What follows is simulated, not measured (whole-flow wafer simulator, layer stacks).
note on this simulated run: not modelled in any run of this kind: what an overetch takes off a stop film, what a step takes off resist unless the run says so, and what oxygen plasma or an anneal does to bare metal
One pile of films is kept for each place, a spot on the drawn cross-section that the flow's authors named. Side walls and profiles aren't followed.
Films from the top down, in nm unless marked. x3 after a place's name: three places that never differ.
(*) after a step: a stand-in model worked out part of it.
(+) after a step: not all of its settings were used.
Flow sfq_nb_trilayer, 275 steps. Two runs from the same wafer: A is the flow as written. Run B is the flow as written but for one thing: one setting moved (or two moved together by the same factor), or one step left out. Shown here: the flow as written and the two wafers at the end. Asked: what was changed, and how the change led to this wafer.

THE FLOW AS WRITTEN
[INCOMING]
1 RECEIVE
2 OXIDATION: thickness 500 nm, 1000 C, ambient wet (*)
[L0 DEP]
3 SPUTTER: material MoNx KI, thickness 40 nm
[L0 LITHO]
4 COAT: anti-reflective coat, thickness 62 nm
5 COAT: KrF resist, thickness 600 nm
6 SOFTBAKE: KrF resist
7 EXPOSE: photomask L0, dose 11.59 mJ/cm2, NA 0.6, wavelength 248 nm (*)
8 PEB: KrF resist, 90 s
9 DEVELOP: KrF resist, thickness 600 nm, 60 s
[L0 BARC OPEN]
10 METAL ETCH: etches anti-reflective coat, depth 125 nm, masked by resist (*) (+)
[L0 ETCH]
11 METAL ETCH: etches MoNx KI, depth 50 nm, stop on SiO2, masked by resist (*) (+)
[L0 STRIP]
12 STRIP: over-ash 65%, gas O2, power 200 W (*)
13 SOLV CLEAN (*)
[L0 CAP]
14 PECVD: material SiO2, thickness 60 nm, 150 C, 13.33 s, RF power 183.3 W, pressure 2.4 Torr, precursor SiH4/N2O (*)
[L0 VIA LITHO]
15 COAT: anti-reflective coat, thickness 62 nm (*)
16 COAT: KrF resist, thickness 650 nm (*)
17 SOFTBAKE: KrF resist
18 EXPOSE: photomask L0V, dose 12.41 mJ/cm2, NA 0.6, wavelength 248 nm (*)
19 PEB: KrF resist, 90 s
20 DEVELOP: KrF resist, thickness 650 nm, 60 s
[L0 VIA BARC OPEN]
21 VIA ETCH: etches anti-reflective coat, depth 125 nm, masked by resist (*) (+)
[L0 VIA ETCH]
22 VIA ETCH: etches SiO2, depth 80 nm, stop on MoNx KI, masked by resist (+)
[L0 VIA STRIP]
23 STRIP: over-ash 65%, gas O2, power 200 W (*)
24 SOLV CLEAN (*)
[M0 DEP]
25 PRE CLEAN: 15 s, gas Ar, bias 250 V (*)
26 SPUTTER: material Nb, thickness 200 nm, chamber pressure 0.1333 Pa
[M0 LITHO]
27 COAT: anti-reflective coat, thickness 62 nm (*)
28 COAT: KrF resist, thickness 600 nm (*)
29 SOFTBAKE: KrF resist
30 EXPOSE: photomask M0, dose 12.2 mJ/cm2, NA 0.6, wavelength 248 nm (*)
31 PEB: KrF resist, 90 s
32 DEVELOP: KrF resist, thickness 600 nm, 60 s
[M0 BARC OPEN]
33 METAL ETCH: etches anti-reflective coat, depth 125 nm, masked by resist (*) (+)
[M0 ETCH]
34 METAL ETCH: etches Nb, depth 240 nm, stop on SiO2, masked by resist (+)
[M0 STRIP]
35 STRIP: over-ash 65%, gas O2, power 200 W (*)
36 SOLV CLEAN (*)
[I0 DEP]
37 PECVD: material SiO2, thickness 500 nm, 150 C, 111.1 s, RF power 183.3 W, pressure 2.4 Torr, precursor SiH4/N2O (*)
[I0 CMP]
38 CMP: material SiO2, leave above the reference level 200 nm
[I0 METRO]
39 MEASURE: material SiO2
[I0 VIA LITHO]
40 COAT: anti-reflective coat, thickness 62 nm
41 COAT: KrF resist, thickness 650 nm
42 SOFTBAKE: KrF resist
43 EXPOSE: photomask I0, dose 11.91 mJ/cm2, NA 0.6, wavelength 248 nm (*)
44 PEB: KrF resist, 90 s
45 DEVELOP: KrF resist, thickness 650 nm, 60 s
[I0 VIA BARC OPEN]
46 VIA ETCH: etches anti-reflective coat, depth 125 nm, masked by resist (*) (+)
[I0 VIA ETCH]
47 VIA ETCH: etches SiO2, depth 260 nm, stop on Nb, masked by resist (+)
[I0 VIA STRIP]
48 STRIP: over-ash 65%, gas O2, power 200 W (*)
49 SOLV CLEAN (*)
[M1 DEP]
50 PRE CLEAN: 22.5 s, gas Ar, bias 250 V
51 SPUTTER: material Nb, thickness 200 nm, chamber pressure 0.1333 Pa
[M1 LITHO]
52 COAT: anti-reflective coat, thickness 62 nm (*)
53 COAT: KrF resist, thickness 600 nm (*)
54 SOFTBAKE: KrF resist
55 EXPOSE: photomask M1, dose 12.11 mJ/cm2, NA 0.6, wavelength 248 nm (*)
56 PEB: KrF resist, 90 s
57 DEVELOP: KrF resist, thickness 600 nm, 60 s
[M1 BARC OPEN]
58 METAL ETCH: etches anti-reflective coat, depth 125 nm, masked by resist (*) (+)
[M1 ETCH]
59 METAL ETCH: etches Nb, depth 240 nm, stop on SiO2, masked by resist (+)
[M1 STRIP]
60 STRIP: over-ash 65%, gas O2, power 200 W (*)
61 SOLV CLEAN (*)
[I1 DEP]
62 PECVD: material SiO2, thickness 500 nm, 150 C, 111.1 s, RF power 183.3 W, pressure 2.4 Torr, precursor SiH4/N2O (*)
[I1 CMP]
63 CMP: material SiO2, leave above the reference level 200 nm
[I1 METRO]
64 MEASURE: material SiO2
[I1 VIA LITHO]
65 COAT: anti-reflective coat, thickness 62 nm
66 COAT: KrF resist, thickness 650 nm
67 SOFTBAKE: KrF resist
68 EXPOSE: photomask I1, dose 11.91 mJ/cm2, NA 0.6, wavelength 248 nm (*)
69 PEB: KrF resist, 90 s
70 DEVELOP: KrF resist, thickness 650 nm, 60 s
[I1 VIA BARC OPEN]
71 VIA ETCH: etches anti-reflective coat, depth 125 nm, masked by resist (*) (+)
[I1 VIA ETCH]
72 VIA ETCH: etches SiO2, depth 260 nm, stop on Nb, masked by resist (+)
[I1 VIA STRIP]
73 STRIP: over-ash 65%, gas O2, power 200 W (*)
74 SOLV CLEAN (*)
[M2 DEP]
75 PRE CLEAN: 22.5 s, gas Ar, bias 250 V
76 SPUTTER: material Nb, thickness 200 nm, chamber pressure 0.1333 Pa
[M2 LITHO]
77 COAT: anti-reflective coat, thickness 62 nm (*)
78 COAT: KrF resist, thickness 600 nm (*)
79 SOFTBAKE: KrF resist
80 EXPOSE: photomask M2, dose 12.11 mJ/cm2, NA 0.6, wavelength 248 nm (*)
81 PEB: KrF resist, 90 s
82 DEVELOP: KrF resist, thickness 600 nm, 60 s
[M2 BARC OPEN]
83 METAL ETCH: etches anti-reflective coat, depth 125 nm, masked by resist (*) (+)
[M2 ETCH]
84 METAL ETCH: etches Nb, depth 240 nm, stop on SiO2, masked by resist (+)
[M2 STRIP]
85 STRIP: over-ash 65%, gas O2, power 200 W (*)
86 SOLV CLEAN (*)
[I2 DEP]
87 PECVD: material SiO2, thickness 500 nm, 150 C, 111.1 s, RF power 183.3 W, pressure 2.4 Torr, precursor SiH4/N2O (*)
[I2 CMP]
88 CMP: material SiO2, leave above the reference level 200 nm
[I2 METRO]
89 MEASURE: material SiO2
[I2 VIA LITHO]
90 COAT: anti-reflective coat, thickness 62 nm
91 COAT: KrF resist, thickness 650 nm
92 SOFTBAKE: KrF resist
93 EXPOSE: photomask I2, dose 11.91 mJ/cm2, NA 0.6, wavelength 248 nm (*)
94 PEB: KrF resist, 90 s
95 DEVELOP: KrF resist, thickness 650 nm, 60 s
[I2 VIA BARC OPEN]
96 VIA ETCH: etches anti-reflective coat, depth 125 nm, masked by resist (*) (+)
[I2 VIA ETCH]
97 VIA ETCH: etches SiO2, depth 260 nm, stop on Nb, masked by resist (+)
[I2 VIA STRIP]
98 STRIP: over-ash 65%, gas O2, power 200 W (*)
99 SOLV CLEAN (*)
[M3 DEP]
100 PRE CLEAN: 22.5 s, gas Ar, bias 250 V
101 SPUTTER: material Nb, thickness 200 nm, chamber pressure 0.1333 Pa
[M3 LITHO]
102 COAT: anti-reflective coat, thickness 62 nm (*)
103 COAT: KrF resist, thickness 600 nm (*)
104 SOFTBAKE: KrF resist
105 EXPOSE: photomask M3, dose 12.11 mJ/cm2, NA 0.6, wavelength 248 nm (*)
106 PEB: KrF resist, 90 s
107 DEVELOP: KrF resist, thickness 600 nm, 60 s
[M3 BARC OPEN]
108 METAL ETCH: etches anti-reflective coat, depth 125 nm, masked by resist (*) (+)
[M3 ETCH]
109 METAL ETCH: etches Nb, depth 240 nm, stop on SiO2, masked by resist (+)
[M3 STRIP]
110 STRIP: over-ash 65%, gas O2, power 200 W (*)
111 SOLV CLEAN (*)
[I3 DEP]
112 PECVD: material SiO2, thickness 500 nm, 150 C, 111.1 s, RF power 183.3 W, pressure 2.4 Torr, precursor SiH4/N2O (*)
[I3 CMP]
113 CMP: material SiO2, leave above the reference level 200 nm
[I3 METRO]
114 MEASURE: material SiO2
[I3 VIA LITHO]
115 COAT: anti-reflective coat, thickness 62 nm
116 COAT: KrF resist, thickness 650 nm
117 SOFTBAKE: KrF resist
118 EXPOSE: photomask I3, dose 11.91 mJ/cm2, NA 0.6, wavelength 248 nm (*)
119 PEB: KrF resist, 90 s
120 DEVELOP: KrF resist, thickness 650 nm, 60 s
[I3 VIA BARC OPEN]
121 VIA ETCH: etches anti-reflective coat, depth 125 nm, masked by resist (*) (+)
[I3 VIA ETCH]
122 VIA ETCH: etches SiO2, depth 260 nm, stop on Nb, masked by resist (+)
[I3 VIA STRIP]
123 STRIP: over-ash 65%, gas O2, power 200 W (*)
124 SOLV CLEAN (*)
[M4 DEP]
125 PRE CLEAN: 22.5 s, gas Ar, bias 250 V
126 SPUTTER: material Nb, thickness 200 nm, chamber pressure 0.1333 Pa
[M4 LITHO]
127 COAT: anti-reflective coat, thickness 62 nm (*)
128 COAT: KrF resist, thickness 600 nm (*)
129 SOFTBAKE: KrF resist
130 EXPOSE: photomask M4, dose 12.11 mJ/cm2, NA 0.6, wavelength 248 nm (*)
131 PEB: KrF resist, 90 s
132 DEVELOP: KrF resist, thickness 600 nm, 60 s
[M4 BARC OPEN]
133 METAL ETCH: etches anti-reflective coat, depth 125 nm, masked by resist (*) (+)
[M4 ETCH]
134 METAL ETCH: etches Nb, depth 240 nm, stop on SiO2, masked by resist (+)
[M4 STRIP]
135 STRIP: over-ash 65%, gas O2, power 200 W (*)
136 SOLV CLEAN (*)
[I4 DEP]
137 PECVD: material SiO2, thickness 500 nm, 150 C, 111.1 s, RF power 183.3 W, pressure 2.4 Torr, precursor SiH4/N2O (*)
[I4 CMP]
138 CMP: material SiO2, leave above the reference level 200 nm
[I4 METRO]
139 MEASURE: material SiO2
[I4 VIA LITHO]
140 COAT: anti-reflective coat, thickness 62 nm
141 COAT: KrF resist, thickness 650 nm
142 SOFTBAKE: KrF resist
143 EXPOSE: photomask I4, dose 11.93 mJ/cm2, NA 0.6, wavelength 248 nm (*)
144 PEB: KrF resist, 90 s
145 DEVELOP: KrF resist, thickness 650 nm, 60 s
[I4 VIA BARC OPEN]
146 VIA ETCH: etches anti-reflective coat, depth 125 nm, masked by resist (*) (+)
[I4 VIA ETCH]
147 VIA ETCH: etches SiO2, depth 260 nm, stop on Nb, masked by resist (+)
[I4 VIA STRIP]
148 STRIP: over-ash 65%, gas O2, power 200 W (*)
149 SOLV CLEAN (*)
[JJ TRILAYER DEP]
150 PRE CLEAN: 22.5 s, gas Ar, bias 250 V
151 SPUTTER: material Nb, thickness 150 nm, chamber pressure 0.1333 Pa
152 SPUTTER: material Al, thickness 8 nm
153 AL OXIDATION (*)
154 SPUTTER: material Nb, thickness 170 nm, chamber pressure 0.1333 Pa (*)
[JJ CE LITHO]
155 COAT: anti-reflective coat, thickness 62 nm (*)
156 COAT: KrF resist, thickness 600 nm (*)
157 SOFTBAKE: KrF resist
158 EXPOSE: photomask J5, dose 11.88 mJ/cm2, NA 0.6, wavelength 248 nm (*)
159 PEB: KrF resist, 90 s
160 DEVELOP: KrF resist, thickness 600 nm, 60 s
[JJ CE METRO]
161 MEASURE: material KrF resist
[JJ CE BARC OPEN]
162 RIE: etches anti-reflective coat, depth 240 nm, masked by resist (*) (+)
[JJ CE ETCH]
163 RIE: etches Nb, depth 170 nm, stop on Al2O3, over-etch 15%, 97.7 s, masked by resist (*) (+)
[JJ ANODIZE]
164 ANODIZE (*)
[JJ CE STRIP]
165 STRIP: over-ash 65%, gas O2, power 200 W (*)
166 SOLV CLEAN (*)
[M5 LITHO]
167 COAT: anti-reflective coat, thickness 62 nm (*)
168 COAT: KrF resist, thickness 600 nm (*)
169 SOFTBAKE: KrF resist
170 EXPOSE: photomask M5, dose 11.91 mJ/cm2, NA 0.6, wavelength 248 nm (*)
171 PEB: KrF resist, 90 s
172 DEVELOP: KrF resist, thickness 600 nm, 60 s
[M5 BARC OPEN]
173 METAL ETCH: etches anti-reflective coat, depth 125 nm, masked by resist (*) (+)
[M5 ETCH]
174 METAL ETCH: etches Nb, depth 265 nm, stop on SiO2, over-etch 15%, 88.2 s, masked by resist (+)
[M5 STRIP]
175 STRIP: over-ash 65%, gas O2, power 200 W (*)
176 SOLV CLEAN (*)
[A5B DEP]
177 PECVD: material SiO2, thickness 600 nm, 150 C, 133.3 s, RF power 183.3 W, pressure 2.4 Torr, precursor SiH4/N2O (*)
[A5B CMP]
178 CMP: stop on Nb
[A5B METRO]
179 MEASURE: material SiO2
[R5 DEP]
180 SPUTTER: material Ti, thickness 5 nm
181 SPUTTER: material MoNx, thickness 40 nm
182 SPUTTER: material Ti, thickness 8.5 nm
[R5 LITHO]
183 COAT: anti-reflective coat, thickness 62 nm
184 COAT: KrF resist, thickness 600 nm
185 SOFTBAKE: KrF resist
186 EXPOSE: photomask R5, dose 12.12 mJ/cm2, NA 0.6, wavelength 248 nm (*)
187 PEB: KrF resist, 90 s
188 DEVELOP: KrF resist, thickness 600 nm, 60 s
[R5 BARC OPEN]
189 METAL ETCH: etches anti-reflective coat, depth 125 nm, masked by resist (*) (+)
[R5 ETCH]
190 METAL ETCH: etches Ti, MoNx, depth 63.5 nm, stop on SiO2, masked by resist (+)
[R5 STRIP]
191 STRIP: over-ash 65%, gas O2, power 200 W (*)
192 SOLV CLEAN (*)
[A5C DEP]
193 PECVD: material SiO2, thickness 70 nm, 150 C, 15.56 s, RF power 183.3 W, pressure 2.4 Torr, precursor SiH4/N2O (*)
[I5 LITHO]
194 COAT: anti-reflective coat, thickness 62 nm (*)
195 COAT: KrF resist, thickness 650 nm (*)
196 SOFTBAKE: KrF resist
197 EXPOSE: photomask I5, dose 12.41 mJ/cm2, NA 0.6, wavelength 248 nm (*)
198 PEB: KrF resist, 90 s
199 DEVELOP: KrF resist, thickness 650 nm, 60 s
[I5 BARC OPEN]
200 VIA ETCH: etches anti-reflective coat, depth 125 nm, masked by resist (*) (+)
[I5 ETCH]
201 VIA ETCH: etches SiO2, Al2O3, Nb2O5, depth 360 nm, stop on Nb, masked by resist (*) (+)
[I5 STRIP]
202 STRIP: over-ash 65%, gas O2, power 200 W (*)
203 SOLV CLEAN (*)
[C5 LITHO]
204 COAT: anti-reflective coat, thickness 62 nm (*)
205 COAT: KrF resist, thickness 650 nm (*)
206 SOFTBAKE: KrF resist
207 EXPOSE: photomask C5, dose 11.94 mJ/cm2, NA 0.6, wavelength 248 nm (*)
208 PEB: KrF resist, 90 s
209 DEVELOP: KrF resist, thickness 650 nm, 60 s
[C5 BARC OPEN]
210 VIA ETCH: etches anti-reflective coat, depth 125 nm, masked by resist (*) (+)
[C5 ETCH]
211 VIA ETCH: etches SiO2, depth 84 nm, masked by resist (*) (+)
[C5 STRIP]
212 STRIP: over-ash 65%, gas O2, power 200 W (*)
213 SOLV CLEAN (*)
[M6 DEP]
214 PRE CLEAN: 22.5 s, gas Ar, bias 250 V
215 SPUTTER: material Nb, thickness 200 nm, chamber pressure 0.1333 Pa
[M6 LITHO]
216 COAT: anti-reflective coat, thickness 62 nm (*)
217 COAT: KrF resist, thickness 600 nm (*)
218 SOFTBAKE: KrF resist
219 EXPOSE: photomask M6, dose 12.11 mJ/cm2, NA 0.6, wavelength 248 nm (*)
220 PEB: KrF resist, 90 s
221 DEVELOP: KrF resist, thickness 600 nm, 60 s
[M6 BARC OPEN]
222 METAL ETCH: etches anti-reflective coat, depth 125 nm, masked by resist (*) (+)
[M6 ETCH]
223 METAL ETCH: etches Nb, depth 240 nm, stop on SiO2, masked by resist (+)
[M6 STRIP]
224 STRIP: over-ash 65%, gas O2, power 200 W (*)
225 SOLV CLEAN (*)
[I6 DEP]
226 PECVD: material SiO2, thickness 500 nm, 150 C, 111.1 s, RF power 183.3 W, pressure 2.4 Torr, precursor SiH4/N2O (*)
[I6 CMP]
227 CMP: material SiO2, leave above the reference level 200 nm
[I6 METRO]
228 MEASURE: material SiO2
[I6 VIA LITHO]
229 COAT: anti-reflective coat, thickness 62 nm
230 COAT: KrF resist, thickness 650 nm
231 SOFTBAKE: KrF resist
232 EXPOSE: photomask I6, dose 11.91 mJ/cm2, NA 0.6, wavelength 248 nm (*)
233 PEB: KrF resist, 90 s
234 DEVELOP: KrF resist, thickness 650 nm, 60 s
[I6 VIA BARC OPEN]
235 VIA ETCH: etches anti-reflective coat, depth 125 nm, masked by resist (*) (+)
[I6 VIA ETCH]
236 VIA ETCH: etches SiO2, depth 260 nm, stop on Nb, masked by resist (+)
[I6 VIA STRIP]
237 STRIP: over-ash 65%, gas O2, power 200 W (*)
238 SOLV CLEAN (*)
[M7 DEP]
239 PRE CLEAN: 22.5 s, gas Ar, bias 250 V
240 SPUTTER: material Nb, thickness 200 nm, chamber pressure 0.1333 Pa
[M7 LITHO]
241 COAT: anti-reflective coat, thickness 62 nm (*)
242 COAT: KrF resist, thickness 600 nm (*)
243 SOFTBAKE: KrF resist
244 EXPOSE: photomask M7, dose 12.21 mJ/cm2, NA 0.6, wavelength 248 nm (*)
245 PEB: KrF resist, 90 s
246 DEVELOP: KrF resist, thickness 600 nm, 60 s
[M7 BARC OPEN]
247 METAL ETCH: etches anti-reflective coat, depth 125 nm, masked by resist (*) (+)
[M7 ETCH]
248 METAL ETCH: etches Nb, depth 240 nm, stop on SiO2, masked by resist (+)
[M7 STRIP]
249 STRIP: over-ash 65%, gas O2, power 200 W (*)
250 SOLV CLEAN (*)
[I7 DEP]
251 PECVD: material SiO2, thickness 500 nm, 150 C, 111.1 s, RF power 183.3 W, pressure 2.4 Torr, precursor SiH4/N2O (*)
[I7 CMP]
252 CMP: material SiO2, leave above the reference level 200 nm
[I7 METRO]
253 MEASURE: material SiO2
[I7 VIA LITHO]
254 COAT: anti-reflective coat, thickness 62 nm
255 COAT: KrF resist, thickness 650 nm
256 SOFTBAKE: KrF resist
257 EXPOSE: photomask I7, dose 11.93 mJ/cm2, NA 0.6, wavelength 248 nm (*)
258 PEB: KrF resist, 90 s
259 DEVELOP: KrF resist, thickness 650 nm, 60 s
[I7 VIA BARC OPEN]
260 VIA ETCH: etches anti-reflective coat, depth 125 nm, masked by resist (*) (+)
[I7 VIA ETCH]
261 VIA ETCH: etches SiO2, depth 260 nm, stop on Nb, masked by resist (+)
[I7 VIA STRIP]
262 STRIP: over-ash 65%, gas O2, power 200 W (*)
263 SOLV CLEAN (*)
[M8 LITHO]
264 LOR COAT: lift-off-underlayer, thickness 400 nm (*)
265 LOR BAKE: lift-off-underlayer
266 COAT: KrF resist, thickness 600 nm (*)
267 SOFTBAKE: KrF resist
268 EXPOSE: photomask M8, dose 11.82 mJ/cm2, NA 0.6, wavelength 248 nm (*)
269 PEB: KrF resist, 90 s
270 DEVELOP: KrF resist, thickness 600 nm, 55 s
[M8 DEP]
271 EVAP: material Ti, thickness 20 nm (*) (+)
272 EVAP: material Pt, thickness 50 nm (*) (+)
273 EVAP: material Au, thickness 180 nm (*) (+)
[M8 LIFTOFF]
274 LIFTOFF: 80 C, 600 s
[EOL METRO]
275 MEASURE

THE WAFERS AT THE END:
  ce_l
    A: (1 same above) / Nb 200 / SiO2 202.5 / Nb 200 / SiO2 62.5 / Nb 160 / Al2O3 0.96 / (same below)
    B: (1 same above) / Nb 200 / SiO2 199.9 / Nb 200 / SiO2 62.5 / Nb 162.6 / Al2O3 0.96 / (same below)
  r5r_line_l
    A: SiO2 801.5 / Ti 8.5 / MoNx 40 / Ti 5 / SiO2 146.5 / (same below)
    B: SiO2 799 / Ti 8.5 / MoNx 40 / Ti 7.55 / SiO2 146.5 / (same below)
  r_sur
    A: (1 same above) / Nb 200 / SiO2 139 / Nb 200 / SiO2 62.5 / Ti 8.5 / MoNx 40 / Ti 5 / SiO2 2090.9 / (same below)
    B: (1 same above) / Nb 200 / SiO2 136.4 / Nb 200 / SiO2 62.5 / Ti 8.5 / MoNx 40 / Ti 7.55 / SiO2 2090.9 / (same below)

The cause: step 180, SPUTTER: thickness 7.55 nm was run, where the flow has thickness 5 nm.
It can be read off the wafer: r5r_line_l has Ti 7.55, and step 180 as written asks for 5 nm.

How the change led to this, step by step:
  180 SPUTTER: material Ti, thickness 5 nm
      field_l, v_sur, via_wl and 103 more: A Ti +5 (new film) | B Ti +7.55 (new film)
  190 METAL ETCH: etches Ti, MoNx, depth 63.5 nm, stop on SiO2, masked by resist (+)
      field_l, v_sur, via_wl and 92 more: A Ti -8.5 (all of it), MoNx -40 (all of it), Ti -5 (all of it) | B Ti -8.5 (all of it), MoNx -40 (all of it), Ti -7.55 (all of it)
      ce_l, c5j, ce_r, wl_jj: A Ti -8.5 (all of it), MoNx -40 (all of it), Ti -5 (all of it), Nb -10 | B Ti -8.5 (all of it), MoNx -40 (all of it), Ti -7.55 (all of it), Nb -7.45
  194 COAT: anti-reflective coat, thickness 62 nm (*)
      ce_r: A anti-reflective coat +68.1 (new film) | B anti-reflective coat +66.7 (new film)
  202 STRIP: over-ash 65%, gas O2, power 200 W (*)
      ce_r: A KrF resist -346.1 (all of it), anti-reflective coat -68.1 (all of it) | B KrF resist -345.8 (all of it), anti-reflective coat -66.7 (all of it)
